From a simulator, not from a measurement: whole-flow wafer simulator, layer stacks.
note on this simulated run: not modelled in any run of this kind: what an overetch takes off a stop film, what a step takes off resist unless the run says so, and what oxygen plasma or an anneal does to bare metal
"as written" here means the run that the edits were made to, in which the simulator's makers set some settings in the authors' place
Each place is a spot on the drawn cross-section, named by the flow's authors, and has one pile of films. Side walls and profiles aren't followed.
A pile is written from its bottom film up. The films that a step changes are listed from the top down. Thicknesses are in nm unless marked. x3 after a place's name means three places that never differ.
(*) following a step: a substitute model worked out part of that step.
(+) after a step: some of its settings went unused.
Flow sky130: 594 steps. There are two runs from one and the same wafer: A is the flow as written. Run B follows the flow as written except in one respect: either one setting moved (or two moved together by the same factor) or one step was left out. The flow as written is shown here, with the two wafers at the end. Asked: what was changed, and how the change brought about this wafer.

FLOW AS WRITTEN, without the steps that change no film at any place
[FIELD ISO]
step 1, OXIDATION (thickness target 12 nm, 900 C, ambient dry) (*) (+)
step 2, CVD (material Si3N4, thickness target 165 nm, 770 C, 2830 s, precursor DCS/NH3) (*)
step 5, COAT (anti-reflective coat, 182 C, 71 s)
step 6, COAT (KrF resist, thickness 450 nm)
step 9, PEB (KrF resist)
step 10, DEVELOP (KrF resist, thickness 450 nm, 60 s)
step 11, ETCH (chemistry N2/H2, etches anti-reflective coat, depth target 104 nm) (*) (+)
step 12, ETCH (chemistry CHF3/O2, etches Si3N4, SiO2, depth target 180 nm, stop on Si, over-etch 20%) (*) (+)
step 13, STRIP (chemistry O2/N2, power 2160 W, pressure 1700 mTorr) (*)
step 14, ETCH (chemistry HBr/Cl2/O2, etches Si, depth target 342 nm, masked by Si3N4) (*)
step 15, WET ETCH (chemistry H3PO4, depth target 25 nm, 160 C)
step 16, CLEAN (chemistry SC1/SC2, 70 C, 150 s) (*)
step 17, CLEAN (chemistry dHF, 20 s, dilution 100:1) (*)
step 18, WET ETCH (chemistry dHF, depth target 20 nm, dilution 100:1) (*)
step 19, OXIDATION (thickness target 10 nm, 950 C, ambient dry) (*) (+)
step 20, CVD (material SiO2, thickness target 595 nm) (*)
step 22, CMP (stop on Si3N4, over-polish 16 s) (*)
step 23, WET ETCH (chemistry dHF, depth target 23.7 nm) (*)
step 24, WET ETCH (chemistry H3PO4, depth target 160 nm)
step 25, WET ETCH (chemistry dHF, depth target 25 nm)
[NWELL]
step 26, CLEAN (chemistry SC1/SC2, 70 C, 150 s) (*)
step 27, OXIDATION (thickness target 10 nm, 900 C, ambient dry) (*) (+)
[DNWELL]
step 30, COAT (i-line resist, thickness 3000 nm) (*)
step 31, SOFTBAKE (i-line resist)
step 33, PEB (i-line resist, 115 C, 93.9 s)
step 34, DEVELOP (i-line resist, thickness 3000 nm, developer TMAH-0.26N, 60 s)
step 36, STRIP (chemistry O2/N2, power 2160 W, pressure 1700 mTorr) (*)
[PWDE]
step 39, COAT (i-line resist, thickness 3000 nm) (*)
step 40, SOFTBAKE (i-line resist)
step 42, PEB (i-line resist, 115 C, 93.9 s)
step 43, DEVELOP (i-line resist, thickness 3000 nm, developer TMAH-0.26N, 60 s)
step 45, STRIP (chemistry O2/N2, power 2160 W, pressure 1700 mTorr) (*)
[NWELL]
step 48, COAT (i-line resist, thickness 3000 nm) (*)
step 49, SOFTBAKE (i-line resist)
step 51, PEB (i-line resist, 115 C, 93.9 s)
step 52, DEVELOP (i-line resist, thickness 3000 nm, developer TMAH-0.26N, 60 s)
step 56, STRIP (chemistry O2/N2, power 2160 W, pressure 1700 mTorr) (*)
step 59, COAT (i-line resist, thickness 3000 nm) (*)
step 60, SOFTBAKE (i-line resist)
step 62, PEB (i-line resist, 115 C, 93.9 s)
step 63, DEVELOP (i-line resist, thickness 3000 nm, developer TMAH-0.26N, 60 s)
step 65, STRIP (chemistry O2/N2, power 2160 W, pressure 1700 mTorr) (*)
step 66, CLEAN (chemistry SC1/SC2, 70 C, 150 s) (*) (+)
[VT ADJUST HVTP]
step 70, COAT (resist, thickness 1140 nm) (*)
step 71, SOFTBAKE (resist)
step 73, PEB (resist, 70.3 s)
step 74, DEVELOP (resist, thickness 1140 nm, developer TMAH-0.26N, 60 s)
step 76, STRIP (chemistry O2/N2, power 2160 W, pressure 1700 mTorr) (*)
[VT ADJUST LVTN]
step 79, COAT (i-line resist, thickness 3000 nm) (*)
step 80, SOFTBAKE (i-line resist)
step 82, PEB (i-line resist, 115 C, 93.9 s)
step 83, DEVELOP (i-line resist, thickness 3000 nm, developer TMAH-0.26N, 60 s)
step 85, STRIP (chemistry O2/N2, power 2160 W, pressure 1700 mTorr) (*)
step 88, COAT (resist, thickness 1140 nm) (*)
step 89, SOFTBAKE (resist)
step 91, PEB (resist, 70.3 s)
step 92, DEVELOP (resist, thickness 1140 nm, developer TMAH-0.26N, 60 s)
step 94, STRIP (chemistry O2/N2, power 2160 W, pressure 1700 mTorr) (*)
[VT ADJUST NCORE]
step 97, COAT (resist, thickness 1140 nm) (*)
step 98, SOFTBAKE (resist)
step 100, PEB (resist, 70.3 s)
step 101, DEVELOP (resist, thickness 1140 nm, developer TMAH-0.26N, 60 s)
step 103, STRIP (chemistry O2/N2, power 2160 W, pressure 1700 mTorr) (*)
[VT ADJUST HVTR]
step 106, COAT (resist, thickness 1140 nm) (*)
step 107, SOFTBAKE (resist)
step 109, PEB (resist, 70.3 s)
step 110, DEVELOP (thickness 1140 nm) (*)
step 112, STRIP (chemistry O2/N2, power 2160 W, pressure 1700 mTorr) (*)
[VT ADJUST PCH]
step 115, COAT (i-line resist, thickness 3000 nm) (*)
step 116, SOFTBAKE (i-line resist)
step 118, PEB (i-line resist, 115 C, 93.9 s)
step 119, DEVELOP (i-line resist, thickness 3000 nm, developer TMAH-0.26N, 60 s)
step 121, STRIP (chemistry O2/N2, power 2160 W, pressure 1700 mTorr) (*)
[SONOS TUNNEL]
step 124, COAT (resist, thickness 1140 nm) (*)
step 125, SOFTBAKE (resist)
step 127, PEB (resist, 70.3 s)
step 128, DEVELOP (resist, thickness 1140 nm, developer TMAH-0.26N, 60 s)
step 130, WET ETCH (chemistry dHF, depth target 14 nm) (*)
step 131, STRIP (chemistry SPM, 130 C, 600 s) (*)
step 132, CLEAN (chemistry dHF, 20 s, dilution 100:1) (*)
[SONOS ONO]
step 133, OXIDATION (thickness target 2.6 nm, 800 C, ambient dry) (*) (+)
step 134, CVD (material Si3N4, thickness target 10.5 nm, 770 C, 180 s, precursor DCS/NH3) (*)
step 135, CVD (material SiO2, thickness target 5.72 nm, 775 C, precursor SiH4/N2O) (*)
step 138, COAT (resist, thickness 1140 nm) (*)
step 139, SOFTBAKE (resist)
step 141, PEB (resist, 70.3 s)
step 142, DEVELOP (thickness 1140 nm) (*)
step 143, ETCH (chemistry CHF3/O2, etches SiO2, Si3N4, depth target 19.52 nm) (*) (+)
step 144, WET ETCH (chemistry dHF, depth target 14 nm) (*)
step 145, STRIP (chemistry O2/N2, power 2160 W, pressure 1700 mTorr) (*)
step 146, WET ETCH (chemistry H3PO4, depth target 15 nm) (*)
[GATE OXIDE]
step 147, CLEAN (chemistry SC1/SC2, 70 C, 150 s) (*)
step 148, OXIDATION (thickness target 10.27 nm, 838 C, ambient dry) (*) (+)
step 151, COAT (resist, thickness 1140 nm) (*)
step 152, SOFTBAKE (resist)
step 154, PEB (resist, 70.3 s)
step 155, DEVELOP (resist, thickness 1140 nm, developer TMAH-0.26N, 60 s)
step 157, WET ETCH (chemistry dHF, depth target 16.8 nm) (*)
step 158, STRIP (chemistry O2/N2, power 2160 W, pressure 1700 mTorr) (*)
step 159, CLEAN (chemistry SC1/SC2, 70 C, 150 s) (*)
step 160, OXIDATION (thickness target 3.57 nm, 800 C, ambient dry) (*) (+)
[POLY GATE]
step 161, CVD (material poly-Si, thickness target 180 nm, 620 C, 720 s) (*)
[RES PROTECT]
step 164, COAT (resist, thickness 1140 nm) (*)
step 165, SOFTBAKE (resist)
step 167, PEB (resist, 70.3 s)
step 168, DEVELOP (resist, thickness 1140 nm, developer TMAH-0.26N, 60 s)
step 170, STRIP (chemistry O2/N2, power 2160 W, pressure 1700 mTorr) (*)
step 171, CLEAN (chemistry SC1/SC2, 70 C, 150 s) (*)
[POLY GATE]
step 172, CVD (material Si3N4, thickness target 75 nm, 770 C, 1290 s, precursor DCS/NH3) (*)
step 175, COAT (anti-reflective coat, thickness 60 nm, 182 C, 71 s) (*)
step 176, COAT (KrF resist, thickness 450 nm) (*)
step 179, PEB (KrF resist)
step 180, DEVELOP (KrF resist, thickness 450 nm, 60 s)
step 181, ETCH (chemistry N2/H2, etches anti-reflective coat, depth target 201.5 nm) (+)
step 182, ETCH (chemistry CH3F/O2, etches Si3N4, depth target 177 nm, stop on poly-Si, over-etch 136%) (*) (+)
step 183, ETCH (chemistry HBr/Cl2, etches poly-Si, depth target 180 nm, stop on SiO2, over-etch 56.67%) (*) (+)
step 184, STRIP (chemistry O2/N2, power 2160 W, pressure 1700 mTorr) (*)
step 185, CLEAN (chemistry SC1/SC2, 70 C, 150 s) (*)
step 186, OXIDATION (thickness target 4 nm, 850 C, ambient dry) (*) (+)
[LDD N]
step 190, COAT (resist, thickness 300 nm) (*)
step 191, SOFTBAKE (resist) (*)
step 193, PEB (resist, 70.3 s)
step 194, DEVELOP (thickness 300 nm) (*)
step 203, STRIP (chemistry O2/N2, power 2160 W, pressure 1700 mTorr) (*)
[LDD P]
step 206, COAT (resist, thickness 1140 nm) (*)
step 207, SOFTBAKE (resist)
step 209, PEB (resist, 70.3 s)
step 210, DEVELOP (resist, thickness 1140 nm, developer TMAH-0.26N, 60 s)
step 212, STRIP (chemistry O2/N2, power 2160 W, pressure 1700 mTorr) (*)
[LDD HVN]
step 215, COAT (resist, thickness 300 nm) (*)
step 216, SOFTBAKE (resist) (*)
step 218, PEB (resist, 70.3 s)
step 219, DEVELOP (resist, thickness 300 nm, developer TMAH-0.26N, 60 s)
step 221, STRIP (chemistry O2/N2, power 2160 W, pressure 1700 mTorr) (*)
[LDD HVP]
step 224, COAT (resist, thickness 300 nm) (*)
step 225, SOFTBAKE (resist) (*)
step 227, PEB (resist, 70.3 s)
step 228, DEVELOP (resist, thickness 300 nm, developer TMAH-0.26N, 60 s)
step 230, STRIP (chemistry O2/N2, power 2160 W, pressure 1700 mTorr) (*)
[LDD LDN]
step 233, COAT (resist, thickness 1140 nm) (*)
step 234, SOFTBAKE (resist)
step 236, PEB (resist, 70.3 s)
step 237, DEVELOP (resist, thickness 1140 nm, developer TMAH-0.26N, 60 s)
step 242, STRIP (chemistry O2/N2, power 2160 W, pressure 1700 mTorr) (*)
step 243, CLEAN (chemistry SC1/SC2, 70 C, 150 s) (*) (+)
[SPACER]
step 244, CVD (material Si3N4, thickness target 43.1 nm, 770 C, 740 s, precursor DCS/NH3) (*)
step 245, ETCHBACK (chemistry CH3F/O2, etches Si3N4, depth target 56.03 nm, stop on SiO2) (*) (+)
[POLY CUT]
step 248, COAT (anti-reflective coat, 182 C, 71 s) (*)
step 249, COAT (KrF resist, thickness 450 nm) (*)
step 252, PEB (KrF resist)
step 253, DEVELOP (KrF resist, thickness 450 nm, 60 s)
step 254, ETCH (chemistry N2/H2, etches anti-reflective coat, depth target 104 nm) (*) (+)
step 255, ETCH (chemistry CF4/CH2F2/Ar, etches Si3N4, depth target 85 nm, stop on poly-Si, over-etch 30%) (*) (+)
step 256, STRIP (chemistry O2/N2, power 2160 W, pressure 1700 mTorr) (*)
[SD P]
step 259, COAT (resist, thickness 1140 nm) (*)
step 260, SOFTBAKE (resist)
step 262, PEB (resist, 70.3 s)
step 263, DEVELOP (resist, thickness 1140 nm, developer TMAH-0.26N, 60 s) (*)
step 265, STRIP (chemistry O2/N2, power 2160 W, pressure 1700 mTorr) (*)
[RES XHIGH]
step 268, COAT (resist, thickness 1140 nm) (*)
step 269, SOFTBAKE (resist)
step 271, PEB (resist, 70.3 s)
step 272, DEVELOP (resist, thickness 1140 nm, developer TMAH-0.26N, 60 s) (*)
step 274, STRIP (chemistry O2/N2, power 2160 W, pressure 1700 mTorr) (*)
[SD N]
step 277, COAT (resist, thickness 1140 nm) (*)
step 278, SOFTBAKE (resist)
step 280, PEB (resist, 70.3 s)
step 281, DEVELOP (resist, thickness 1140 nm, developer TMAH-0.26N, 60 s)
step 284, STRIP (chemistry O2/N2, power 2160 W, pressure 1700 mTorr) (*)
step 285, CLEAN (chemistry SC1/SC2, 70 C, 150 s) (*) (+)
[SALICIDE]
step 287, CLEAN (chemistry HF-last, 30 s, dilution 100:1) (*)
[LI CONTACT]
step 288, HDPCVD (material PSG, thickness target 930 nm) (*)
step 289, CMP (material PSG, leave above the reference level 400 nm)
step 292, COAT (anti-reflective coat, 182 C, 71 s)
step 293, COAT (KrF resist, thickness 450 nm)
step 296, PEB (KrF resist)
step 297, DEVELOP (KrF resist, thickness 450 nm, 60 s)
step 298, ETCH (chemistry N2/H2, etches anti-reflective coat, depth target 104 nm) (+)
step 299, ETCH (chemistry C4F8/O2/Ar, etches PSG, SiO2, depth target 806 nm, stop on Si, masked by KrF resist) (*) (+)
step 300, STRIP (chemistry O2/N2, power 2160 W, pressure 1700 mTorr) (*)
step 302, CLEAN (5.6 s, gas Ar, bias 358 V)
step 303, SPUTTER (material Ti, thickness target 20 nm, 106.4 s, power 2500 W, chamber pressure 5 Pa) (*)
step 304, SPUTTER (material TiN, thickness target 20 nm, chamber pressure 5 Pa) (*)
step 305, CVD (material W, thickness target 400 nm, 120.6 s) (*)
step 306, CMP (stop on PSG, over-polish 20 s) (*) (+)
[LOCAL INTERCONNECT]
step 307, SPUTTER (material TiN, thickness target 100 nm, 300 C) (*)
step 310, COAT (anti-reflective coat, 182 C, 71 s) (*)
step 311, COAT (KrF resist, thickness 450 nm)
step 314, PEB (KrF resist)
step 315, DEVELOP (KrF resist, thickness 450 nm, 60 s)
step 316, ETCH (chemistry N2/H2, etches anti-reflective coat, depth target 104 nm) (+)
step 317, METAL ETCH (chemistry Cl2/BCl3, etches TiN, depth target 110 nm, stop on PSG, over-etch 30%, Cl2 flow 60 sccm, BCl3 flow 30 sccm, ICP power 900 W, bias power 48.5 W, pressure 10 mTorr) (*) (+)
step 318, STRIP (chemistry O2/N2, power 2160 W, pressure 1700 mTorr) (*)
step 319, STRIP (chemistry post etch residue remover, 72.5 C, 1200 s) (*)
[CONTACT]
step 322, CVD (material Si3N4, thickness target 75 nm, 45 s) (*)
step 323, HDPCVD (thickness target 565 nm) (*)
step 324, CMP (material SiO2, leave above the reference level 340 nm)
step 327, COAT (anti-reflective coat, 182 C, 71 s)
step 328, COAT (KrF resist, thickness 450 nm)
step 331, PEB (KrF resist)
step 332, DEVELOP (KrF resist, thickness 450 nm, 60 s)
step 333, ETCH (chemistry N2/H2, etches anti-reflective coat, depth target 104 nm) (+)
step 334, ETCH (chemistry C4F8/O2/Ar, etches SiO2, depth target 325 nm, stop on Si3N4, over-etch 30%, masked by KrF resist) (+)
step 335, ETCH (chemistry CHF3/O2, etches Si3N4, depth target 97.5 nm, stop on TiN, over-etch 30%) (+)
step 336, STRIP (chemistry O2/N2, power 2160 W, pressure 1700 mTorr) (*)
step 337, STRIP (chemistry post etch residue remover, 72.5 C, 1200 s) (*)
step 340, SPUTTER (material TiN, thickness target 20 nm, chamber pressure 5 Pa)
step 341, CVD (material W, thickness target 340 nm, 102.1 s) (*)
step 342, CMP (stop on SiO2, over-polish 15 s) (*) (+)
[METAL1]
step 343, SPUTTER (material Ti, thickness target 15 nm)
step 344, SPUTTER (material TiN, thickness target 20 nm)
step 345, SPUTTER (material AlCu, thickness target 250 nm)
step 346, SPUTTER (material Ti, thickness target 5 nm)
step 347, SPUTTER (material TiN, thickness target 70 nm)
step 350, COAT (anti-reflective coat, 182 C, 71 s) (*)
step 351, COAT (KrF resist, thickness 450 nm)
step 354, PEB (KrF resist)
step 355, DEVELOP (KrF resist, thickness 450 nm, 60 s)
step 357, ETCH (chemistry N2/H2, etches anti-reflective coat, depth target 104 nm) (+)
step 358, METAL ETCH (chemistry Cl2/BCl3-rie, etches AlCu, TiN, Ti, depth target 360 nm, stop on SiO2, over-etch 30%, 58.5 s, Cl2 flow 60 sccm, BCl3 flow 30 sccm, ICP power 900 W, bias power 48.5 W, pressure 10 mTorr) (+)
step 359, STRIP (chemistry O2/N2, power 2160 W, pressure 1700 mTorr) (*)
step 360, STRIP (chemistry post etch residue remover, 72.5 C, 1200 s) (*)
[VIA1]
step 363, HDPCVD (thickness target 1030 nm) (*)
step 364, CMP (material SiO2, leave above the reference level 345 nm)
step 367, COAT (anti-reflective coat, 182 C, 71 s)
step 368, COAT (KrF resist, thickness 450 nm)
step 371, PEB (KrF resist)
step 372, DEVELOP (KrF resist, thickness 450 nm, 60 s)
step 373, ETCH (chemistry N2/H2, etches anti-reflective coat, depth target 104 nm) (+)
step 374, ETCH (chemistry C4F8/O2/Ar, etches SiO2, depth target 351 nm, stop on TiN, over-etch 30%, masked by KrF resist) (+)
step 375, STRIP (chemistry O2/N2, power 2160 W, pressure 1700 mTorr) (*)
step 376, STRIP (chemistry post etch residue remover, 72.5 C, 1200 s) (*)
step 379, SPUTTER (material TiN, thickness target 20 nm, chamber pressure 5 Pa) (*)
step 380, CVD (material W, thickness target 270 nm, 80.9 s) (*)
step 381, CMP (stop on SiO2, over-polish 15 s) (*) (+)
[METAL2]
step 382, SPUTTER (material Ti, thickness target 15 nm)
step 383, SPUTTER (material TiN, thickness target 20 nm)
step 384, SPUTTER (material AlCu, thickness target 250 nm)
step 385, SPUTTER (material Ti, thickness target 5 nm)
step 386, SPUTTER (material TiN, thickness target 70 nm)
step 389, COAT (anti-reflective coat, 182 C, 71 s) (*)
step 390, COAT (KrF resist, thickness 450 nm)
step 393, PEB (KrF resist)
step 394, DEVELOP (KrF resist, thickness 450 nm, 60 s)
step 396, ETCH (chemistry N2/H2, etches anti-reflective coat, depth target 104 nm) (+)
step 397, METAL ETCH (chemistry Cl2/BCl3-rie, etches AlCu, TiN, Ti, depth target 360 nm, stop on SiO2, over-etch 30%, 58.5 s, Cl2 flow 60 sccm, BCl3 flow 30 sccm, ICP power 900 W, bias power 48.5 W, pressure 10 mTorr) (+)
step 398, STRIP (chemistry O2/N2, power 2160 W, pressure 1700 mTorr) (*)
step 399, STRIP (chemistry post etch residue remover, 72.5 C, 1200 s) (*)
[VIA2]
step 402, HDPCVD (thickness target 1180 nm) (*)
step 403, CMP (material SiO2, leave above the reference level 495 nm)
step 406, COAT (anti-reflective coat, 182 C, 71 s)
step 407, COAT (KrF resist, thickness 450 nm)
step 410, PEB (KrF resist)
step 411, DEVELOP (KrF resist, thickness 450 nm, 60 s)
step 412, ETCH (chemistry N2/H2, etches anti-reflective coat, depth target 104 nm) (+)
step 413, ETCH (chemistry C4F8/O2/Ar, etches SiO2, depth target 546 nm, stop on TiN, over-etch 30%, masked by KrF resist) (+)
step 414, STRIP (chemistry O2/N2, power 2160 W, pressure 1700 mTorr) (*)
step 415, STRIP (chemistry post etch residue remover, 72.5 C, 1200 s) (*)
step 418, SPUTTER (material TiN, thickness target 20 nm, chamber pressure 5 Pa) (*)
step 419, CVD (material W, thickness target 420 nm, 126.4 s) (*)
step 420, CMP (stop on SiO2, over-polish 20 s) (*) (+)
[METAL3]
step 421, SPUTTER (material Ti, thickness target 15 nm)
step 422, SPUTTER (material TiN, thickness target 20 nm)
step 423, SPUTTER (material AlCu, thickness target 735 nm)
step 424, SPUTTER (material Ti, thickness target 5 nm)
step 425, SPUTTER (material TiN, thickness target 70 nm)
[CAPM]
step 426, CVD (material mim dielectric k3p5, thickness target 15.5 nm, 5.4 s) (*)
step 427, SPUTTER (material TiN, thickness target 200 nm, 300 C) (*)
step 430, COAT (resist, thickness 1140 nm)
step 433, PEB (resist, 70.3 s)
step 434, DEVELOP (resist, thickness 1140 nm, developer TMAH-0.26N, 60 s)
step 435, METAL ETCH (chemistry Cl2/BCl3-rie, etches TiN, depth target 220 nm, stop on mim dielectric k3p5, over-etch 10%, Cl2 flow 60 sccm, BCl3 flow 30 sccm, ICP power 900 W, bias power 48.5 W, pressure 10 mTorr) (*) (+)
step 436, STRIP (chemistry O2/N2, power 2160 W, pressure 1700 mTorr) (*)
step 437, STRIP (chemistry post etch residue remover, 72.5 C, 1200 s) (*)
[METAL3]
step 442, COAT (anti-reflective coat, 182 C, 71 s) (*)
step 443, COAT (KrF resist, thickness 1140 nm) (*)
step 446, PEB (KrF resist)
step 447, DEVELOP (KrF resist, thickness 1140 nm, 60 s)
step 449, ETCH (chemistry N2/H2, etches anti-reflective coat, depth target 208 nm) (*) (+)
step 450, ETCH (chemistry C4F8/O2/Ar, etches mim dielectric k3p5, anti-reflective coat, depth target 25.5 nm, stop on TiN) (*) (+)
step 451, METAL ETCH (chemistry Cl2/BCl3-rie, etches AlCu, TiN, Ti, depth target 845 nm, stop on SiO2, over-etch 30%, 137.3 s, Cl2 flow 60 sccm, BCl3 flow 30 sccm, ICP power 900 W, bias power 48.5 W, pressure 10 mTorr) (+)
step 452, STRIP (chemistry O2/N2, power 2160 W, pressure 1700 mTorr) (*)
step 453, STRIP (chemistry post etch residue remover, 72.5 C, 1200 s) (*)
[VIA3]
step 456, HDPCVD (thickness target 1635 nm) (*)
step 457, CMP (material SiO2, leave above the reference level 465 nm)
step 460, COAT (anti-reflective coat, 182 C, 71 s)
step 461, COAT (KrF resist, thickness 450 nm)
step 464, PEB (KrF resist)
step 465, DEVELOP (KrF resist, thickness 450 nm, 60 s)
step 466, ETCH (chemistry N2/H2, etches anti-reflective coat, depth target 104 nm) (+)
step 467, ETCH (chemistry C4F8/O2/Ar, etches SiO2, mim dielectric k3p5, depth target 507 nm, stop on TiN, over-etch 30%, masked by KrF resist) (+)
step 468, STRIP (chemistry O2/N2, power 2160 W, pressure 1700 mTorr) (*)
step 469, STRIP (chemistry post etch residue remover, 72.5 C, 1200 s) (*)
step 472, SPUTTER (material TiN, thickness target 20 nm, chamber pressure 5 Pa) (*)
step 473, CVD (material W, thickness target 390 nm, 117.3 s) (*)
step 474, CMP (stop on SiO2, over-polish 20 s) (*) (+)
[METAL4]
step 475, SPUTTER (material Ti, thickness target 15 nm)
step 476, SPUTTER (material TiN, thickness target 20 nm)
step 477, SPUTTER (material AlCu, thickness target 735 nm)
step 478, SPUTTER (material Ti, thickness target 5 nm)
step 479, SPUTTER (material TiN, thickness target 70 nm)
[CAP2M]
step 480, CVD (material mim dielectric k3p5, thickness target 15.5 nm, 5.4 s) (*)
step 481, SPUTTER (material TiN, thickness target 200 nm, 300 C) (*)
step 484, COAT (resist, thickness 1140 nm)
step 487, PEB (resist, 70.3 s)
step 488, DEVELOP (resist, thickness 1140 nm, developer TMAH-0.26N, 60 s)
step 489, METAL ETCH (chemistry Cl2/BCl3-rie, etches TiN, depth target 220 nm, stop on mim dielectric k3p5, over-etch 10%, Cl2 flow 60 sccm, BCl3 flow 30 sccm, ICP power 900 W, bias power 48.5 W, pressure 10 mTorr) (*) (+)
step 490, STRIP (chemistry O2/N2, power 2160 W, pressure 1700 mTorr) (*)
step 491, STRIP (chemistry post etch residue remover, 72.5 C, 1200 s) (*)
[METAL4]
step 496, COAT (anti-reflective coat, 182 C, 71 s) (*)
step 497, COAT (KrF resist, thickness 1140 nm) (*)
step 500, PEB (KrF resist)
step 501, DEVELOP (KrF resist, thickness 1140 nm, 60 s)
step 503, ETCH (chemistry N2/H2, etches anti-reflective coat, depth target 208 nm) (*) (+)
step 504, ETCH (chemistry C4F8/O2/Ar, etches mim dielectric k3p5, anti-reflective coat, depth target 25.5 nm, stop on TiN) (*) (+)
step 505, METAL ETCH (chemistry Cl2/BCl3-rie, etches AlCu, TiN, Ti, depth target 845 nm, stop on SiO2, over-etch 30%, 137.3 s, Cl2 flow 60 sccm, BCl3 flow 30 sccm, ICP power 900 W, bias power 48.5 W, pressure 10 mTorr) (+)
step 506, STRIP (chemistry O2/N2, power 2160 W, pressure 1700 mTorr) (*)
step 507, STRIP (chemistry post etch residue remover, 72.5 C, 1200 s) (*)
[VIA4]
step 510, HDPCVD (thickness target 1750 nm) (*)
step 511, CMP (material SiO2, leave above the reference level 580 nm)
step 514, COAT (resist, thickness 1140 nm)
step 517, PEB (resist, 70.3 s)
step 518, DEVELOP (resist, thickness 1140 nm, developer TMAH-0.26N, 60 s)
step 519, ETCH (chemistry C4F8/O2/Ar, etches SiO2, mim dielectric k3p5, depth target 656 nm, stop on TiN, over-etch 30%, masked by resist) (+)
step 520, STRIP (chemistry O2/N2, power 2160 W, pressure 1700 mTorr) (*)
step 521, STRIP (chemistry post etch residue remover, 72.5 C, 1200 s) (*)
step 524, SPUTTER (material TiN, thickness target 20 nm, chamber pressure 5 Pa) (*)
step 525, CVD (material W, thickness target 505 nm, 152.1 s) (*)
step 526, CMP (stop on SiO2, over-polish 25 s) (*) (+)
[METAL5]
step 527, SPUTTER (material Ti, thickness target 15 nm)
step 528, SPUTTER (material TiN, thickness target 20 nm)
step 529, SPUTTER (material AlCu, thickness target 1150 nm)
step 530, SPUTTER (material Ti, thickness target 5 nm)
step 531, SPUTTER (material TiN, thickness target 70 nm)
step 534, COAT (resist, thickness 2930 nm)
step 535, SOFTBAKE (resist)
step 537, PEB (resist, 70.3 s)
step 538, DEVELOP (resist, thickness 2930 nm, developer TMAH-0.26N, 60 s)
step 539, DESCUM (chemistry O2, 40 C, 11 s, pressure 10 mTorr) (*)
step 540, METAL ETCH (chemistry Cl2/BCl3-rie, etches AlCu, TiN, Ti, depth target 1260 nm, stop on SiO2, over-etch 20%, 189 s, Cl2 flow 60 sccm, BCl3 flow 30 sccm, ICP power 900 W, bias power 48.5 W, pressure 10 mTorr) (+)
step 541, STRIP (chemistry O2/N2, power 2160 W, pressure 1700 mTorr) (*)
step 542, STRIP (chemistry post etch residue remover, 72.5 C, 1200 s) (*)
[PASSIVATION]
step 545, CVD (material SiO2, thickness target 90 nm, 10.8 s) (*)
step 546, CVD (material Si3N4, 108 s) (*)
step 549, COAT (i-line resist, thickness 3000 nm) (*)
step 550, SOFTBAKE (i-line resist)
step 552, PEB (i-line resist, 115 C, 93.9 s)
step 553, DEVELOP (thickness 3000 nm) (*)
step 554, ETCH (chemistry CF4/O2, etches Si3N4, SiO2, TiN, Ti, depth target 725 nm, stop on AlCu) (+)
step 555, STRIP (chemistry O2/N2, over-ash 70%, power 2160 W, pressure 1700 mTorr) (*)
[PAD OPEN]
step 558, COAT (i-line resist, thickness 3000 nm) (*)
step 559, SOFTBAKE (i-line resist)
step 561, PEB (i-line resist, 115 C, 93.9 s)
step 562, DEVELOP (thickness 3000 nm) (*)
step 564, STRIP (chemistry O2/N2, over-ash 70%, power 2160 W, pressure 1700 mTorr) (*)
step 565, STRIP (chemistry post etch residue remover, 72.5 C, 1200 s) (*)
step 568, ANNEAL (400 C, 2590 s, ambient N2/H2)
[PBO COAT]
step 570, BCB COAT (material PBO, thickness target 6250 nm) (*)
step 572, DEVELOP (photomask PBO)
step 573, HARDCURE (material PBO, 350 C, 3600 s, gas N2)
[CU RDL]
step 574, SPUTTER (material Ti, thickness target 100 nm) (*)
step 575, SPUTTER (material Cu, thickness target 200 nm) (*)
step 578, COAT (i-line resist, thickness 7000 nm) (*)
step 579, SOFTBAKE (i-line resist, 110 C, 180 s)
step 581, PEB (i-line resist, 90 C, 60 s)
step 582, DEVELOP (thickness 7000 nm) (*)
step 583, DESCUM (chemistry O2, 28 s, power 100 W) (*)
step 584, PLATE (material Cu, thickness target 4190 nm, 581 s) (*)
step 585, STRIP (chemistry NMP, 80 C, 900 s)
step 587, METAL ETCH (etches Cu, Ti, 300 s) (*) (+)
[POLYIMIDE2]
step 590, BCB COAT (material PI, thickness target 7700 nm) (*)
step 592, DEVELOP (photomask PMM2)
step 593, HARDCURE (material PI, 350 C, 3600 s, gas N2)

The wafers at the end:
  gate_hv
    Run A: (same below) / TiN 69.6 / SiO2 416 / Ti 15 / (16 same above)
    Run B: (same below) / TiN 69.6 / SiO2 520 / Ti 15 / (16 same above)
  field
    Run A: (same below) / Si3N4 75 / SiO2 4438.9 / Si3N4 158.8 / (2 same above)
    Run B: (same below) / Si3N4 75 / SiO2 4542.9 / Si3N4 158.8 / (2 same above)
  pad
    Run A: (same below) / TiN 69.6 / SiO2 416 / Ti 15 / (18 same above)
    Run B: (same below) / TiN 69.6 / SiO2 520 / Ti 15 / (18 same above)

The reason: step 403, CMP: leave above the reference level 599 nm was run, while the flow as written has leave above the reference level 495 nm.

Step by step, how the change led to this:
  step 403, CMP (material SiO2, leave above the reference level 495 nm)
      n_well, p_well, gate_hv and 101 more: A SiO2 loses 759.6 | B SiO2 loses 655.6
      field, active, gate and 82 more: A SiO2 loses 389.1 | B SiO2 loses 285.1
      (and at 2 other places as well)
  step 413, ETCH (chemistry C4F8/O2/Ar, etches SiO2, depth target 546 nm, stop on TiN, over-etch 30%, masked by KrF resist) (+)
      m1: A SiO2 loses 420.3 (all of it) | B SiO2 loses 524.3 (all of it)
      via2_hole: A SiO2 loses 419.8 (all of it) | B SiO2 loses 523.8 (all of it)
  step 418, SPUTTER (material TiN, thickness target 20 nm, chamber pressure 5 Pa) (*)
      m1: A TiN gains 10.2 | B TiN gains 8.89
      via2_hole: A TiN gains 10.2 | B TiN gains 8.88
  step 419, CVD (material W, thickness target 420 nm, 126.4 s) (*)
      m1: A W gains 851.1 (new film) | B W gains 956.4 (new film)
      via2_hole: A W gains 850.7 (new film) | B W gains 956 (new film)
